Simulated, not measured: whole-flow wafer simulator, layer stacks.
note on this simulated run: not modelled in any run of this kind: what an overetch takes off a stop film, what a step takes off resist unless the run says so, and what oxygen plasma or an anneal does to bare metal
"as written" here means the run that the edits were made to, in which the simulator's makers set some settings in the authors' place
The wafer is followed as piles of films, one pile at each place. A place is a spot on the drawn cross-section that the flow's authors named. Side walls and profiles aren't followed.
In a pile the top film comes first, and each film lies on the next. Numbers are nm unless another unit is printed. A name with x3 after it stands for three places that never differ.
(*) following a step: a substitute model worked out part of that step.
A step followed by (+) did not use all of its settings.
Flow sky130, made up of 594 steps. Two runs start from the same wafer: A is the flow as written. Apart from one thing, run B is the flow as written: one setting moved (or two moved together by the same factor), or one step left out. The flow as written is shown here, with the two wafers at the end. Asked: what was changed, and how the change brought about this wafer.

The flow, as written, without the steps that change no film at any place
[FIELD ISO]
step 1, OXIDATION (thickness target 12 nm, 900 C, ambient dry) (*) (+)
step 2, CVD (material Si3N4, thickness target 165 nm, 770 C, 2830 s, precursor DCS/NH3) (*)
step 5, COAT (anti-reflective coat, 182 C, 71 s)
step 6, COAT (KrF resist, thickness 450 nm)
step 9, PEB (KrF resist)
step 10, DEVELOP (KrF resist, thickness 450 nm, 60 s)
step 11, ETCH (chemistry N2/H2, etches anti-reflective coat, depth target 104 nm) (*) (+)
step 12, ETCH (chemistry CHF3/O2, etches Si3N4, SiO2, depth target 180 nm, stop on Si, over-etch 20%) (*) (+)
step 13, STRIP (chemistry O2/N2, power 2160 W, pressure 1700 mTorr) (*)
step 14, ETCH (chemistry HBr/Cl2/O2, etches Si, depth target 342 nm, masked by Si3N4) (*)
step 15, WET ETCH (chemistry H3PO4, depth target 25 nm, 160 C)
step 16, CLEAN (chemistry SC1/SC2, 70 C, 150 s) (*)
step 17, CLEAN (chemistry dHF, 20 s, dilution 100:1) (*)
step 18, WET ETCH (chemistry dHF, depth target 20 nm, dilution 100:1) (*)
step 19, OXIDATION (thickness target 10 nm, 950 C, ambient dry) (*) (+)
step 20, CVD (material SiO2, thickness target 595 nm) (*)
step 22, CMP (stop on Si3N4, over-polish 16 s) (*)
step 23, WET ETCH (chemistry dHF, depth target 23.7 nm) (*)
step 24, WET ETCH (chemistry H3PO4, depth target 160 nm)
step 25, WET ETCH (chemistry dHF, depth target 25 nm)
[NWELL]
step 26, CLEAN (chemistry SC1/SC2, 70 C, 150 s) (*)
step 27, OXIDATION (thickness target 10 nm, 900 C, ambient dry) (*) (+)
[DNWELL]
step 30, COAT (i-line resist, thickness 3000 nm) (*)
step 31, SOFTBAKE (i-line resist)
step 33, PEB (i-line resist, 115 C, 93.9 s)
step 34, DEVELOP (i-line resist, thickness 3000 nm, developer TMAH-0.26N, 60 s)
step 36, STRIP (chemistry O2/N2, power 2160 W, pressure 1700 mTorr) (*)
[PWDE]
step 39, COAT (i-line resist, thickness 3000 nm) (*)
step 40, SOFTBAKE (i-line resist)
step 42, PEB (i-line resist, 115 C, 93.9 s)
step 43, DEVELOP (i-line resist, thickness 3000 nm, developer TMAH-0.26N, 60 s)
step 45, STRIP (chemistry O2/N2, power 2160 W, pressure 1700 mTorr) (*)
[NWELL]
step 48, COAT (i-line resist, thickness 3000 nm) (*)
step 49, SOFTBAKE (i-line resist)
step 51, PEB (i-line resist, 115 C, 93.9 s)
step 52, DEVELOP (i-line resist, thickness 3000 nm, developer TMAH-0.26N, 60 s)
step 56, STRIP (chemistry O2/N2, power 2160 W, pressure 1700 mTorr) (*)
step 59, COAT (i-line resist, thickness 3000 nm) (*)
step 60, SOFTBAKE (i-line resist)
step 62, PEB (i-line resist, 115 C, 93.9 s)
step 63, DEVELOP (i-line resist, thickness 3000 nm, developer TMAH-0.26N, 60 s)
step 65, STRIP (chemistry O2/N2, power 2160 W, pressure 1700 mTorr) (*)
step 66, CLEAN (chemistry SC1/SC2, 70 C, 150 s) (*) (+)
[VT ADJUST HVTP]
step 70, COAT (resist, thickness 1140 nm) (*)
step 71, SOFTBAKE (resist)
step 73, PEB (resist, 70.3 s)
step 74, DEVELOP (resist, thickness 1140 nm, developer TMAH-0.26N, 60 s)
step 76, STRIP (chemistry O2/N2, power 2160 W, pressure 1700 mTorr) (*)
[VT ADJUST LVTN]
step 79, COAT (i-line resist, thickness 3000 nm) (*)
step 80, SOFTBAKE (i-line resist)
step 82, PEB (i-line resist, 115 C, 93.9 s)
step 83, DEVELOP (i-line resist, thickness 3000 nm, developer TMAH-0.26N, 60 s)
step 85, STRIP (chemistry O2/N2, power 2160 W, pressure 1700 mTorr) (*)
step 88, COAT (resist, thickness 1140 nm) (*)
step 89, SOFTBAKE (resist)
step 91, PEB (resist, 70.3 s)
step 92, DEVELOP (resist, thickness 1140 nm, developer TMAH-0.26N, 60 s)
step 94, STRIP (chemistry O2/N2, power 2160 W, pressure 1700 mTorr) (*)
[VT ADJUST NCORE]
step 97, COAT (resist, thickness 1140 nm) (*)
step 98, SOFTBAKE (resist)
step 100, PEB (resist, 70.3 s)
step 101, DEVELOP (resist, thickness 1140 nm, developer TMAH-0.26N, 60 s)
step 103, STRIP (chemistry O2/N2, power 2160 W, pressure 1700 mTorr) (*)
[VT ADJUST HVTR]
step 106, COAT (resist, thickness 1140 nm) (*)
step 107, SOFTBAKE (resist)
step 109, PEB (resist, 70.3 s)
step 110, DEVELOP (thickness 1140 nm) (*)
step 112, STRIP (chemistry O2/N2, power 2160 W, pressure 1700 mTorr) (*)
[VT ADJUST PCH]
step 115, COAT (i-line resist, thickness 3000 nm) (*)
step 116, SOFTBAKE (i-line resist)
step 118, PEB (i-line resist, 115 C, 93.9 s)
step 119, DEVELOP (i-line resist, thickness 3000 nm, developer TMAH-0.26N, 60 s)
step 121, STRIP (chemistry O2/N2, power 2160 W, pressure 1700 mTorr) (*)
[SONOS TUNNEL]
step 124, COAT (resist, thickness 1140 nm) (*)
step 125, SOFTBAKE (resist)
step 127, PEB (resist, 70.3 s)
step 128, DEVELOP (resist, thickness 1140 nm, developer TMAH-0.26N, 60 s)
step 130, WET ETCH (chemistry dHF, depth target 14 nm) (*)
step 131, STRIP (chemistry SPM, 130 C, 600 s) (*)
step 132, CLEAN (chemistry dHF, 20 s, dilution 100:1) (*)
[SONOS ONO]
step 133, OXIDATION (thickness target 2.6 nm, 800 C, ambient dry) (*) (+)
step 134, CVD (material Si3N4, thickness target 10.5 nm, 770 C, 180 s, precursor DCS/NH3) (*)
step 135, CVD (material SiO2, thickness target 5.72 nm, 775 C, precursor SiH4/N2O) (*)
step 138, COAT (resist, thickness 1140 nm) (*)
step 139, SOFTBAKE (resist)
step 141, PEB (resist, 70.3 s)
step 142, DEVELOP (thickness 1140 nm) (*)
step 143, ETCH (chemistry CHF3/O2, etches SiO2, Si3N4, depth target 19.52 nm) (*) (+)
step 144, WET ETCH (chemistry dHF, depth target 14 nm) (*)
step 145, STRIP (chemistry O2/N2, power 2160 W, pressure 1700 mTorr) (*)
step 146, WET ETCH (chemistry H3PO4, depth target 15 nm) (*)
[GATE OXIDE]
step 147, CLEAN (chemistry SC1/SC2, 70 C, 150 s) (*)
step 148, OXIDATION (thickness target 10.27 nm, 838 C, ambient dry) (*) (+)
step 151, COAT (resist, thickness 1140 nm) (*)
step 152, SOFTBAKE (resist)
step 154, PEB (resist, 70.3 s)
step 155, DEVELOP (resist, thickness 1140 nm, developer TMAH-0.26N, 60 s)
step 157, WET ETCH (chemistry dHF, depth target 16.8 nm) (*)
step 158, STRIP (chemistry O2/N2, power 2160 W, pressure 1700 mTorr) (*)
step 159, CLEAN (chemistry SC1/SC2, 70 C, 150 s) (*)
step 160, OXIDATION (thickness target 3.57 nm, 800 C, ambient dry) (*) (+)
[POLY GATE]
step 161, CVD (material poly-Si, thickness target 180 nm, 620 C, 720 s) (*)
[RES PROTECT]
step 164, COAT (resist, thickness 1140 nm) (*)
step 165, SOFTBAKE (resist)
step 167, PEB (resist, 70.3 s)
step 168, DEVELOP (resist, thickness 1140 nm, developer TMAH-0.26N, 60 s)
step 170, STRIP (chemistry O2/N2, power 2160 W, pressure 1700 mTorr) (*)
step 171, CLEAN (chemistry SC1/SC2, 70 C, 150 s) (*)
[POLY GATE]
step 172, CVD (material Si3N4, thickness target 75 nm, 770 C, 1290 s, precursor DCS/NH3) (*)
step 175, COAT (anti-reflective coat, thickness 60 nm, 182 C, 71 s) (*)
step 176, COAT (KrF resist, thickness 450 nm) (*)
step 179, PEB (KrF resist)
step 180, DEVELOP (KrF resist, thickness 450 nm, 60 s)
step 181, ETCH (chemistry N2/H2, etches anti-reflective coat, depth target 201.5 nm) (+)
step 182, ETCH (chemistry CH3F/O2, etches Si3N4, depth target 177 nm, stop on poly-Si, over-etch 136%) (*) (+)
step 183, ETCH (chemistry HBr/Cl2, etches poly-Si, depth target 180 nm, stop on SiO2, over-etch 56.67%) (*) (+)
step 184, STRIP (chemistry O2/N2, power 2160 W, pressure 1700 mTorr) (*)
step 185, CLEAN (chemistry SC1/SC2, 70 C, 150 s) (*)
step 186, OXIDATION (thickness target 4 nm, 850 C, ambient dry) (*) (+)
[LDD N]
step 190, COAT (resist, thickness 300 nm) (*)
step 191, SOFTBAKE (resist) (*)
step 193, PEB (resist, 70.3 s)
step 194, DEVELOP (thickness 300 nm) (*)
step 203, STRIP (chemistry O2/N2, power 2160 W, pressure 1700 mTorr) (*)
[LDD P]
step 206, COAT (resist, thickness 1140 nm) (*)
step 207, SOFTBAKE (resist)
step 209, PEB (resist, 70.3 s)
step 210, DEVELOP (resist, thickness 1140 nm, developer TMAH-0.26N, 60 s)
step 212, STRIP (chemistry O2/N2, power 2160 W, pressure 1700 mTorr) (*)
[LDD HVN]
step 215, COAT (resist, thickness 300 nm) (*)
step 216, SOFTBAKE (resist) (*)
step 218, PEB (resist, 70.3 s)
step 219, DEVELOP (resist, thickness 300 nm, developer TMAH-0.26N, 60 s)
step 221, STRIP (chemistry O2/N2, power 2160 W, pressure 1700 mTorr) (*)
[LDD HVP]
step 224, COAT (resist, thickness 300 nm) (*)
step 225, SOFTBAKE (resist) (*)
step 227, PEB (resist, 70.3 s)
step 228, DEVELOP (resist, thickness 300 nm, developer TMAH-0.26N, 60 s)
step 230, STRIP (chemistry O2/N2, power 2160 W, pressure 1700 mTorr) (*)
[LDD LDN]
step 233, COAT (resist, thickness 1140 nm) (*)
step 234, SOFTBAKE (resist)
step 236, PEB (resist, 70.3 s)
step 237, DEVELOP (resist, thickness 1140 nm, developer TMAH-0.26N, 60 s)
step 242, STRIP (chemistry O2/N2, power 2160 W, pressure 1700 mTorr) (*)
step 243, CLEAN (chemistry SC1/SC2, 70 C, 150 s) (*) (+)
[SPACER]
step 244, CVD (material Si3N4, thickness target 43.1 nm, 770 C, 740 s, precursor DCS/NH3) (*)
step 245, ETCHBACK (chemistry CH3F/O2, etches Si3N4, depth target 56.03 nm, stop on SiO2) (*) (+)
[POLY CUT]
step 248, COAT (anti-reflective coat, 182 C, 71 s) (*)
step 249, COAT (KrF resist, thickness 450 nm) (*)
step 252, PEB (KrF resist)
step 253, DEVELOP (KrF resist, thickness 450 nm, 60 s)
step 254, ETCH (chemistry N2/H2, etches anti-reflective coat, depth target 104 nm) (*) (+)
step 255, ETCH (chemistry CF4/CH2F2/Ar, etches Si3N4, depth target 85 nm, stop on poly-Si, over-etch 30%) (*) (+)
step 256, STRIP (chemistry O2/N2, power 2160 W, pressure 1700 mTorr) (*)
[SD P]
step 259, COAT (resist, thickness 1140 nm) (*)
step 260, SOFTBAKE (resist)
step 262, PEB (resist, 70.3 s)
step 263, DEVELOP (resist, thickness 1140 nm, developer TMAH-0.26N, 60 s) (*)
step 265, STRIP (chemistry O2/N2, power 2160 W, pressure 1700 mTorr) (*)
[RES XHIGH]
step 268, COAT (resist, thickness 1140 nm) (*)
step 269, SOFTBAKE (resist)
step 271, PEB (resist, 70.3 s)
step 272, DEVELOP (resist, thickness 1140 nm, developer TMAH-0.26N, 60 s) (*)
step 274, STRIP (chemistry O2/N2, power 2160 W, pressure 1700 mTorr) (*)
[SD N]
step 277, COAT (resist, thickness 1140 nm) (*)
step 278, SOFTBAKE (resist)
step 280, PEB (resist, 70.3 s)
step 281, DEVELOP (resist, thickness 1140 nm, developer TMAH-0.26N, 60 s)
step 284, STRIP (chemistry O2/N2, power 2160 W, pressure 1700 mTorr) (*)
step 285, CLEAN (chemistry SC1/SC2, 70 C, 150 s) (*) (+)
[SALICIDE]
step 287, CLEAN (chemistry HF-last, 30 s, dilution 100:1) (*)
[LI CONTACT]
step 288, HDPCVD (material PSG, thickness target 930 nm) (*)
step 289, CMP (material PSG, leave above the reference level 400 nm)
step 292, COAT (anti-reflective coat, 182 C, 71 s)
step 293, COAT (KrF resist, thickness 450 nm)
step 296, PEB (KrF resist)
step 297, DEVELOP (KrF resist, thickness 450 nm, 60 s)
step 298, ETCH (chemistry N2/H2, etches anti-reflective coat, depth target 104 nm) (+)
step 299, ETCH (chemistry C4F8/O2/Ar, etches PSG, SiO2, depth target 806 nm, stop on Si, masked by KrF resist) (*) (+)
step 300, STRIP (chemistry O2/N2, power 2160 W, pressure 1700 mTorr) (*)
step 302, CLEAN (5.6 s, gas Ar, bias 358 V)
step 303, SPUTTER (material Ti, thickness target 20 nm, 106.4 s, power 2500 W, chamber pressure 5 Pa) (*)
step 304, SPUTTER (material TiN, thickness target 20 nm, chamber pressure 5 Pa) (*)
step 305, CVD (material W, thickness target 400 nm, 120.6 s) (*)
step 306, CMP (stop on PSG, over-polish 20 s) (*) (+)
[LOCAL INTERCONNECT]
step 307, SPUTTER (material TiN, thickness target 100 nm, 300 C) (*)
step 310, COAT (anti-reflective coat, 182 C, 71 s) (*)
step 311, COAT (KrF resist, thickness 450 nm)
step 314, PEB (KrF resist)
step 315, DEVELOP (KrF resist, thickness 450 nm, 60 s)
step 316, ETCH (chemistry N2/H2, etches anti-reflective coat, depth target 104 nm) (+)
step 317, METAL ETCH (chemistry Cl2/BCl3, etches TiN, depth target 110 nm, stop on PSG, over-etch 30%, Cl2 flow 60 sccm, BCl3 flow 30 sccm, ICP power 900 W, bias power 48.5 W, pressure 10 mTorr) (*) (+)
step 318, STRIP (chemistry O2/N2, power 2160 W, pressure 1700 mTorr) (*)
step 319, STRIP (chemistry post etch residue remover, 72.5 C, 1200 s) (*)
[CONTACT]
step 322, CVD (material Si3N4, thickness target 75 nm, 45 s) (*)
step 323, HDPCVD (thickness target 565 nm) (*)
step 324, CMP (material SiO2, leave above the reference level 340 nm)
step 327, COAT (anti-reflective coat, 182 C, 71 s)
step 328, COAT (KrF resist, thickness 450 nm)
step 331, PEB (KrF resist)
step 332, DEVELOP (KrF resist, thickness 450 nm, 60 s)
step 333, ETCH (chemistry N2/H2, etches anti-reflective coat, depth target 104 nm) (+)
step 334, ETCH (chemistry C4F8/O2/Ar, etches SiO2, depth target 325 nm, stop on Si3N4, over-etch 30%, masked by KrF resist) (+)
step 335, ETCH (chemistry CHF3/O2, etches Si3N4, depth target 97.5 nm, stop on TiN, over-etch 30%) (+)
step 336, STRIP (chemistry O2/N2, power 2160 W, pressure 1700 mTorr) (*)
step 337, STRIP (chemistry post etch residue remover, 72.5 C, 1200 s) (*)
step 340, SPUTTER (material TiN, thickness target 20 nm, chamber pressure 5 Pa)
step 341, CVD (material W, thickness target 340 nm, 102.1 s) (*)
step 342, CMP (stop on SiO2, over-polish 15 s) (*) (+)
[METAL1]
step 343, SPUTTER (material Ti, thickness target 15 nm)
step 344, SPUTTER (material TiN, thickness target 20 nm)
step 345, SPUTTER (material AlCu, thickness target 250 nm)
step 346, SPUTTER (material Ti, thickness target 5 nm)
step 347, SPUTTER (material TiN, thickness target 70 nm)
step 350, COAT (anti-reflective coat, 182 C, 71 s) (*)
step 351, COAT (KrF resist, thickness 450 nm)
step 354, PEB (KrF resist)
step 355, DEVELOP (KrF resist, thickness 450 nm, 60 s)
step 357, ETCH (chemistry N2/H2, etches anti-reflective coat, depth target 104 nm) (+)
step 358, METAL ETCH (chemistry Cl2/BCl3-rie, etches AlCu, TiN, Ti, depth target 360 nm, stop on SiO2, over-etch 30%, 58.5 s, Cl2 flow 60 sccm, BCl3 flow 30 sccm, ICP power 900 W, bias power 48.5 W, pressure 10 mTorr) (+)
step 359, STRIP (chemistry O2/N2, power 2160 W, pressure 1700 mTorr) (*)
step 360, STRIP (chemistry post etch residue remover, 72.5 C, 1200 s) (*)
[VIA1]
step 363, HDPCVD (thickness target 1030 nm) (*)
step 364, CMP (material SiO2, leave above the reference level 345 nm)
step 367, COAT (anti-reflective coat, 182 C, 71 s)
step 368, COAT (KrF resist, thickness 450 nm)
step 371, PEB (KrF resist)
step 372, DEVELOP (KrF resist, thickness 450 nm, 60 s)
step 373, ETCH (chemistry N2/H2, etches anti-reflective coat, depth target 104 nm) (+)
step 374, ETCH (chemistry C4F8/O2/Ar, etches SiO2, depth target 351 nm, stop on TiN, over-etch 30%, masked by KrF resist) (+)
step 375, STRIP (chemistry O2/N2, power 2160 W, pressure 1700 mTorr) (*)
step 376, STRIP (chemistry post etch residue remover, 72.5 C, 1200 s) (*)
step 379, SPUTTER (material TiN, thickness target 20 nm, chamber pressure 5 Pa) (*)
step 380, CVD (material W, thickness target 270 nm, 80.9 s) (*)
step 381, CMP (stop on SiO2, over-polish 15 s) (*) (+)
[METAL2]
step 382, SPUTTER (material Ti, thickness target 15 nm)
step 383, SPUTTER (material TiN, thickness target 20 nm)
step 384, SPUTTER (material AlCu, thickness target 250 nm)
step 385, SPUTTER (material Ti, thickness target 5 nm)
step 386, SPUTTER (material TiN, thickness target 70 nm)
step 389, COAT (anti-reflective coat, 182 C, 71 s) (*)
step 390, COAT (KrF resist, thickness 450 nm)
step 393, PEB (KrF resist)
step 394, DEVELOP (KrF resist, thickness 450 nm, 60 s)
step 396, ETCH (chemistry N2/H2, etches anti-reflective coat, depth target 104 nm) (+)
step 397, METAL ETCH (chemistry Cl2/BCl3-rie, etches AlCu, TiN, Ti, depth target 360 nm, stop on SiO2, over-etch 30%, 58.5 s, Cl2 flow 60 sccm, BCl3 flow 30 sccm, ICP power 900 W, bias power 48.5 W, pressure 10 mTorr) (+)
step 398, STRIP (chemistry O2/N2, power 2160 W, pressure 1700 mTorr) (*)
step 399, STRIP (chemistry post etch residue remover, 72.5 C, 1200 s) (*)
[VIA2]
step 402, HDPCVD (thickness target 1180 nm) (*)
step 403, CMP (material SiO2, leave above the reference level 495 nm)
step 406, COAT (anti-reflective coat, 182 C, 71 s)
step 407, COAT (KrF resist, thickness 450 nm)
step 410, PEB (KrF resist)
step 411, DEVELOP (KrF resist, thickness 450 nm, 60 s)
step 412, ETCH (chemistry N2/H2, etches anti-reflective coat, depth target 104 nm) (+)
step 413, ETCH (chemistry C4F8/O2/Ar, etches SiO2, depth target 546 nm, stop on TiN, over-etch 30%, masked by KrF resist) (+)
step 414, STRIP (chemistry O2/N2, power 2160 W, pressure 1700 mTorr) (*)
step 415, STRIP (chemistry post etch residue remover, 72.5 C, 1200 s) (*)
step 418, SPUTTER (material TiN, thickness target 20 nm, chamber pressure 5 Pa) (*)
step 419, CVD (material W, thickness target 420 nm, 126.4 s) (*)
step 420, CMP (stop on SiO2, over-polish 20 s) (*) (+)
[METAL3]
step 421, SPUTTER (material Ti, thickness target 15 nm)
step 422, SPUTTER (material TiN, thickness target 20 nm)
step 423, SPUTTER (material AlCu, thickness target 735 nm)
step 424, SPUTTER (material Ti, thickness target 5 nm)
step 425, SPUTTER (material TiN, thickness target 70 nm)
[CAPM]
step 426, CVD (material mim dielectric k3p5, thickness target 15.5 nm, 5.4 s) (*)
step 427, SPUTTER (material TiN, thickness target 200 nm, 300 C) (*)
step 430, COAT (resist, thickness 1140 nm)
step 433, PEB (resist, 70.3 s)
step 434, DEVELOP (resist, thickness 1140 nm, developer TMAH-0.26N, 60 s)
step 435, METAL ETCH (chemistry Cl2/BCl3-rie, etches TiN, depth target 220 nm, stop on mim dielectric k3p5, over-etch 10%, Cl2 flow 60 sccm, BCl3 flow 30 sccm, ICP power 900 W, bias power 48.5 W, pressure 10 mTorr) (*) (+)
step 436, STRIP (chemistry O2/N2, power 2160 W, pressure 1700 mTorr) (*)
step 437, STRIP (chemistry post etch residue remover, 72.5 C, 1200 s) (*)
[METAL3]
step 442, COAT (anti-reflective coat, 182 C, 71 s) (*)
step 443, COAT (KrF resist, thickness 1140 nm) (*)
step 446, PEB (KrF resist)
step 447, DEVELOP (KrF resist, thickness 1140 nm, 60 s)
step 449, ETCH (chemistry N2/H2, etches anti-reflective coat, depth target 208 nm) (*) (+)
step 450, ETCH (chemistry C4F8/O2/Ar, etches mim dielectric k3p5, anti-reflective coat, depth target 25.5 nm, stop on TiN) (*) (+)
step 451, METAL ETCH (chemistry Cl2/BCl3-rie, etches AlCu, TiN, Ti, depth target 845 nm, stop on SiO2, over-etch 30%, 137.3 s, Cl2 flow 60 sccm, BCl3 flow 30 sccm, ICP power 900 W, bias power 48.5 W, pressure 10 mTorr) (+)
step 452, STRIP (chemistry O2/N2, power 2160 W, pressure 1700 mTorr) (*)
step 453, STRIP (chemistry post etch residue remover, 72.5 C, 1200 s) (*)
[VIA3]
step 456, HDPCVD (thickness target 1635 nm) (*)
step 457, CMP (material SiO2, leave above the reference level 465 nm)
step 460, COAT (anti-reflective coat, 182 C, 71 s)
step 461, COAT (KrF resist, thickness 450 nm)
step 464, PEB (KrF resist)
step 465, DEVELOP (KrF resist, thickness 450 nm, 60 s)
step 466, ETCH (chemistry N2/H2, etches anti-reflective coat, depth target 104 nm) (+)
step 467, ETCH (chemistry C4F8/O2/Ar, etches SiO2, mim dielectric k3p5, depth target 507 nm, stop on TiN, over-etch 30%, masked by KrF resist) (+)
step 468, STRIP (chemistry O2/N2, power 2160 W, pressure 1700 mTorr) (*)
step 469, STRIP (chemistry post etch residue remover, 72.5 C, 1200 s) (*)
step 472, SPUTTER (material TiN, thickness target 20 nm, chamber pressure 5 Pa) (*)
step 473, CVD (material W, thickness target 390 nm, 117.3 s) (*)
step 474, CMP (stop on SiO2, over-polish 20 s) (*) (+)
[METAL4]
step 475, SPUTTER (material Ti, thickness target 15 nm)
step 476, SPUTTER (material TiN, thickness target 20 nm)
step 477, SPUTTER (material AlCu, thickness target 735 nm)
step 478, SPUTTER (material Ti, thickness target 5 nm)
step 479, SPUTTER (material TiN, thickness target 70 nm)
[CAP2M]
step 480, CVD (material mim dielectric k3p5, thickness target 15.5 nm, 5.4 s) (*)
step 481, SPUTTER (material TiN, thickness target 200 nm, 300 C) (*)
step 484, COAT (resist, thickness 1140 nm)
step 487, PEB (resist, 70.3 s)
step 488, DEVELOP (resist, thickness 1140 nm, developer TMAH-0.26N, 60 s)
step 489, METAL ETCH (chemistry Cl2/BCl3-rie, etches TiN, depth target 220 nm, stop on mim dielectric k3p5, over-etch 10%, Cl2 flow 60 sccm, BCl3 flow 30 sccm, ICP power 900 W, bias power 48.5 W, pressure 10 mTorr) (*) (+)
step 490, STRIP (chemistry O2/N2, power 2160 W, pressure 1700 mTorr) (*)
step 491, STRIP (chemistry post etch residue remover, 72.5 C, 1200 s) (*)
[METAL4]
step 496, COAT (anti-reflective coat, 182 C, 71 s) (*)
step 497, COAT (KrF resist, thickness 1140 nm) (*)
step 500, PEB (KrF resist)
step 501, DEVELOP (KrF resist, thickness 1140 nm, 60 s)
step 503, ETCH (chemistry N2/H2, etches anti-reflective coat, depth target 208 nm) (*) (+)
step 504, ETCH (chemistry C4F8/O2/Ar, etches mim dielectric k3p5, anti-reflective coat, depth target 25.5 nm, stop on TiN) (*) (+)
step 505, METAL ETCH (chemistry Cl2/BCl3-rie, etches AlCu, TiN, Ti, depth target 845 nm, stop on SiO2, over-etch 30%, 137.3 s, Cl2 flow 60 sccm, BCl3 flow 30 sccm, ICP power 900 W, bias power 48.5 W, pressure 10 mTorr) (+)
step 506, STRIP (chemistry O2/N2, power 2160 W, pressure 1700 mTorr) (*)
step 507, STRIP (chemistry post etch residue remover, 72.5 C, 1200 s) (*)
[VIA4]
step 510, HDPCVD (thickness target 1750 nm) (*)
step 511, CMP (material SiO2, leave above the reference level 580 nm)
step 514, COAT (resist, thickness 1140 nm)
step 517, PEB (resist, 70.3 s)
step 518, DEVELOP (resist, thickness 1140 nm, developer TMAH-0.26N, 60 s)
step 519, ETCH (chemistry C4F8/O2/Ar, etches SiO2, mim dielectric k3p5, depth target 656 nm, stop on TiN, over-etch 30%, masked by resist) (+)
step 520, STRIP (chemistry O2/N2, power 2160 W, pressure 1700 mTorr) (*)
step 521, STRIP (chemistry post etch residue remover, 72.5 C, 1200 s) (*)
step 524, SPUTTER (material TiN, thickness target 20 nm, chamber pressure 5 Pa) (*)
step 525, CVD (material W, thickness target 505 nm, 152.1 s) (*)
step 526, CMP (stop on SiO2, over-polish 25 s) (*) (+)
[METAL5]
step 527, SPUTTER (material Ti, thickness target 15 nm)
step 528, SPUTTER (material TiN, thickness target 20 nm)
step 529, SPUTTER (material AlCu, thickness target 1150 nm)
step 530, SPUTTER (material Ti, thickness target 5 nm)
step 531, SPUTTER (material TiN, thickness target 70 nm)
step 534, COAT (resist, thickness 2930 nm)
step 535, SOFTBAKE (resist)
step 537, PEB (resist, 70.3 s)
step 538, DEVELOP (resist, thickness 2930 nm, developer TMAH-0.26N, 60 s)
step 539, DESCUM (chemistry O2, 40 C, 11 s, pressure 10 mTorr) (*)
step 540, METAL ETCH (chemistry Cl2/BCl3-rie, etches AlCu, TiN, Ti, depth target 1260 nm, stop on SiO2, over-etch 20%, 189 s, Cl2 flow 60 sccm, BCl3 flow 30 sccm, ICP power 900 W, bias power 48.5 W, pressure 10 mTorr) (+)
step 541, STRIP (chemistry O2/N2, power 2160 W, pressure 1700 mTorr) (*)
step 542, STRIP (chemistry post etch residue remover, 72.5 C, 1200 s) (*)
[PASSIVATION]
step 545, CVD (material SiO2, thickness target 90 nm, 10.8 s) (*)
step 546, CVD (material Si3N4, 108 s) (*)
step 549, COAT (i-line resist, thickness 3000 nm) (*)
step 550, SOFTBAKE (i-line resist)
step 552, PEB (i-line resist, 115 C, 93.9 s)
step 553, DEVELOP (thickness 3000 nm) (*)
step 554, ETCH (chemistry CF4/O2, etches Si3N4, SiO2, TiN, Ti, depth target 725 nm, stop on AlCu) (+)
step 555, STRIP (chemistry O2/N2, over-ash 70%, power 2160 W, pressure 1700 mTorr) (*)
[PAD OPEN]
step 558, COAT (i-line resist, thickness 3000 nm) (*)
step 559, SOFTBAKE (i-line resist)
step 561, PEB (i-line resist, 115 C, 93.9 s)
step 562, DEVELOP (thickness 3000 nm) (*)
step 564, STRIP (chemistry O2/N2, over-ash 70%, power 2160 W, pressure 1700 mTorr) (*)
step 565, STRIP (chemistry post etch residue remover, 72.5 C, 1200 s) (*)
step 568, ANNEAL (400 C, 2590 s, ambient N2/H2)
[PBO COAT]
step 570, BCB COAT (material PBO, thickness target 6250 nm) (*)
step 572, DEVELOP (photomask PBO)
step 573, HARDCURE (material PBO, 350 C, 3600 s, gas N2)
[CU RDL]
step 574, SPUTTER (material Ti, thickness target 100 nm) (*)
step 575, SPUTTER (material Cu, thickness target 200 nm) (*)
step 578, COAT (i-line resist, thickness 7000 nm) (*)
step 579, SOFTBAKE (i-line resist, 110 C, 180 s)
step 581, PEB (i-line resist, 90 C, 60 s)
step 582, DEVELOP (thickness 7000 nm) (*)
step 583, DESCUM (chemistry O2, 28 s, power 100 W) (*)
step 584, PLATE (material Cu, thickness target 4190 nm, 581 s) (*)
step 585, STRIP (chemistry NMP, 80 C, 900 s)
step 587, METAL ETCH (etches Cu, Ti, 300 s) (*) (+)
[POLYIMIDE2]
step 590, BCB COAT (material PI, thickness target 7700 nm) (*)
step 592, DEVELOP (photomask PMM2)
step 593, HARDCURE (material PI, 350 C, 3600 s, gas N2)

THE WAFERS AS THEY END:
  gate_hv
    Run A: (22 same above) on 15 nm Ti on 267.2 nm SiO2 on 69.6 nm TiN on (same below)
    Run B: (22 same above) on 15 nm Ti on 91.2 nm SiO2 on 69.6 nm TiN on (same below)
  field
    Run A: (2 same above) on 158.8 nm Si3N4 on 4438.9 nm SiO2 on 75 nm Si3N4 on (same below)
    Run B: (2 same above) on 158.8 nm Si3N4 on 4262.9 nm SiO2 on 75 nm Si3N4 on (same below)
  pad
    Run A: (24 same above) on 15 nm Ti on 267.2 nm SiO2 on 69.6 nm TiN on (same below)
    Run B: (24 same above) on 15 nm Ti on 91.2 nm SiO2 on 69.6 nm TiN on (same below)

Cause: step 364, CMP: leave above the reference level 169 nm was run, while the flow as written has leave above the reference level 345 nm.

The path from the change to this, step by step:
  step 364, CMP (material SiO2, leave above the reference level 345 nm)
      n_well, p_well, gate_hv and 100 more: A SiO2 loses 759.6 | B SiO2 loses 935.6
      field, active, gate and 81 more: A SiO2 loses 389.1 | B SiO2 loses 565.1
      (as well as at 4 more places)
  step 374, ETCH (chemistry C4F8/O2/Ar, etches SiO2, depth target 351 nm, stop on TiN, over-etch 30%, masked by KrF resist) (+)
      field, active, n_well and 186 more: A KrF resist loses 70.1 | B KrF resist loses 24.4
      m1, via1_hole: A SiO2 loses 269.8 (all of it) | B SiO2 loses 93.8 (all of it)
  step 375, STRIP (chemistry O2/N2, power 2160 W, pressure 1700 mTorr) (*)
      field, active, n_well and 186 more: A KrF resist loses 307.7 (all of it), anti-reflective coat loses 80 (all of it) | B KrF resist loses 353.4 (all of it), anti-reflective coat loses 80 (all of it)
  step 379, SPUTTER (material TiN, thickness target 20 nm, chamber pressure 5 Pa) (*)
      m1: A TiN gains 11 | B TiN gains 15.2
      via1_hole: A TiN gains 10.9 | B TiN gains 15.2
  step 380, CVD (material W, thickness target 270 nm, 80.9 s) (*)
      m1: A W gains 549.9 (new film) | B W gains 369.6 (new film)
      via1_hole: A W gains 549.9 (new film) | B W gains 369.7 (new film)
